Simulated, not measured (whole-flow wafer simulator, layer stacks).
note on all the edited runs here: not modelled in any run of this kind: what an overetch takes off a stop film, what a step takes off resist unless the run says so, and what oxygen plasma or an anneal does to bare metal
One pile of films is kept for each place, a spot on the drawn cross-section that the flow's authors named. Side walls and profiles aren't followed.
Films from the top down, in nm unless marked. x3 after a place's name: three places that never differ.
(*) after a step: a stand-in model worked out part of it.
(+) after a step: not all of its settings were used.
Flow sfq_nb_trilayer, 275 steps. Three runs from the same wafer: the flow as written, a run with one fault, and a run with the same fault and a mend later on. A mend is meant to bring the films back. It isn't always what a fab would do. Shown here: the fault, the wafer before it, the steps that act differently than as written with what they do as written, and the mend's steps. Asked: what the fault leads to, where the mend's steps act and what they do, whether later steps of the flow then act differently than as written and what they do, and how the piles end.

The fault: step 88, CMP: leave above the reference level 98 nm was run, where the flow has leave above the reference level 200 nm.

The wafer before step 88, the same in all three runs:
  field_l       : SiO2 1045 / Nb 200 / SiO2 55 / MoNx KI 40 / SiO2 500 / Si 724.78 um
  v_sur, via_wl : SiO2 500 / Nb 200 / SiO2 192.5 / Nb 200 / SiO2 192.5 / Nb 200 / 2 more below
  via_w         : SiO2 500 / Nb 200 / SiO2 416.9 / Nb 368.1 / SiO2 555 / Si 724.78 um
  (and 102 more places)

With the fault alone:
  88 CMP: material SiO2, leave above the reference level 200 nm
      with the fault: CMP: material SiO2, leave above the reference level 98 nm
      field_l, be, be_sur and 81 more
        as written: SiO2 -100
        with the fault: SiO2 -202
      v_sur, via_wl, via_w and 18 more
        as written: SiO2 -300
        with the fault: SiO2 -402
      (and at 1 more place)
  Later steps of the flow that act differently than as written (3 more steps differ only slightly, by at most 2% or 0.5 nm, whichever is larger, and aren't shown):
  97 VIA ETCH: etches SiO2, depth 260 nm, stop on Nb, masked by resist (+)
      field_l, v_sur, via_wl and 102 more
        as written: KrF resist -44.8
        with the fault: KrF resist -25.3
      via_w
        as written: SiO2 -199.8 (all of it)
        with the fault: SiO2 -97.8 (all of it)
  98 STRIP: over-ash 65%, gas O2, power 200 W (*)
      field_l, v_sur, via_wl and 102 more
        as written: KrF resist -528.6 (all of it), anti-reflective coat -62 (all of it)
        with the fault: KrF resist -548.1 (all of it), anti-reflective coat -62 (all of it)
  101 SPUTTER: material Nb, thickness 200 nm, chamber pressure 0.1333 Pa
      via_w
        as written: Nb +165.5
        with the fault: Nb +188.3
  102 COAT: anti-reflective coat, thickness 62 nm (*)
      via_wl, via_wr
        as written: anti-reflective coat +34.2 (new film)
        with the fault: anti-reflective coat +35 (new film)
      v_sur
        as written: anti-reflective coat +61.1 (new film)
        with the fault: anti-reflective coat +57.3 (new film)
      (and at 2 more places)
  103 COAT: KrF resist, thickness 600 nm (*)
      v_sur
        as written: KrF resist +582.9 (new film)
        with the fault: KrF resist +594.8 (new film)
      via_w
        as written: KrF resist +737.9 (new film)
        with the fault: KrF resist +650.1 (new film)
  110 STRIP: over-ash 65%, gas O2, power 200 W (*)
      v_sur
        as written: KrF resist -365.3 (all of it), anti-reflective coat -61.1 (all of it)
        with the fault: KrF resist -377.2 (all of it), anti-reflective coat -57.3 (all of it)
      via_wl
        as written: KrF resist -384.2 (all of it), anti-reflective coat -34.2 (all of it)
        with the fault: KrF resist -395.7 (all of it), anti-reflective coat -35 (all of it)
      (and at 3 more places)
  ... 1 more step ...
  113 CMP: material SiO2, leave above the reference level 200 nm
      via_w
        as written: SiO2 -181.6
        with the fault: SiO2 -191.4
  At the end the piles differ from the flow's by more than 2% or 0.5 nm, whichever is larger, at field_l, v_sur, via_wl and 103 more.
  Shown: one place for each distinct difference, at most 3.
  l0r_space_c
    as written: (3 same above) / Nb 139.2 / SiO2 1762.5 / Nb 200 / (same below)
    with the fault: (3 same above) / Nb 139.2 / SiO2 1660.5 / Nb 200 / (same below)
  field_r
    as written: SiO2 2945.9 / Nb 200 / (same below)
    with the fault: SiO2 2843.9 / Nb 200 / (same below)
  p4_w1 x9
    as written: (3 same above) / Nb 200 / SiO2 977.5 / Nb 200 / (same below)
    with the fault: (3 same above) / Nb 200 / SiO2 875.5 / Nb 200 / (same below)

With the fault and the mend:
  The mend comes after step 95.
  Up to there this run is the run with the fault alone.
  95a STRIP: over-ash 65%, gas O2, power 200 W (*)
      field_l, v_sur, via_wl and 102 more
        KrF resist -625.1 (all of it), anti-reflective coat -62 (all of it)
      via_w
        anti-reflective coat -62 (all of it)
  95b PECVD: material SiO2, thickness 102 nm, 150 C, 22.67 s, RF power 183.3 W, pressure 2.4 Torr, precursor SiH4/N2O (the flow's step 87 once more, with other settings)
      field_l, v_sur, via_wl and 103 more
        SiO2 +102
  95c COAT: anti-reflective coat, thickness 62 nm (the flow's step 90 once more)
      field_l, v_sur, via_wl and 103 more
        anti-reflective coat +62 (new film)
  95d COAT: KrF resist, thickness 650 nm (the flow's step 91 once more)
      field_l, v_sur, via_wl and 103 more
        KrF resist +650 (new film)
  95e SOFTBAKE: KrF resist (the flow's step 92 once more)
      changes no film at any place that is followed
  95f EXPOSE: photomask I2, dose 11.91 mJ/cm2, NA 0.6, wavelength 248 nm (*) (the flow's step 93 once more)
      changes no film at any place that is followed
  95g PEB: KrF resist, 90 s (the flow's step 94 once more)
      field_l, v_sur, via_wl and 103 more
        KrF resist -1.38
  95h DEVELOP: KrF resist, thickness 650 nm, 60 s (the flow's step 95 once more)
      field_l, v_sur, via_wl and 102 more
        KrF resist -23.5
      via_w
        KrF resist -648.6 (all of it)
  No later step of the flow acts differently than as written at any place that is followed.
  At the end the piles are the same as the flow's at every place that both follow.
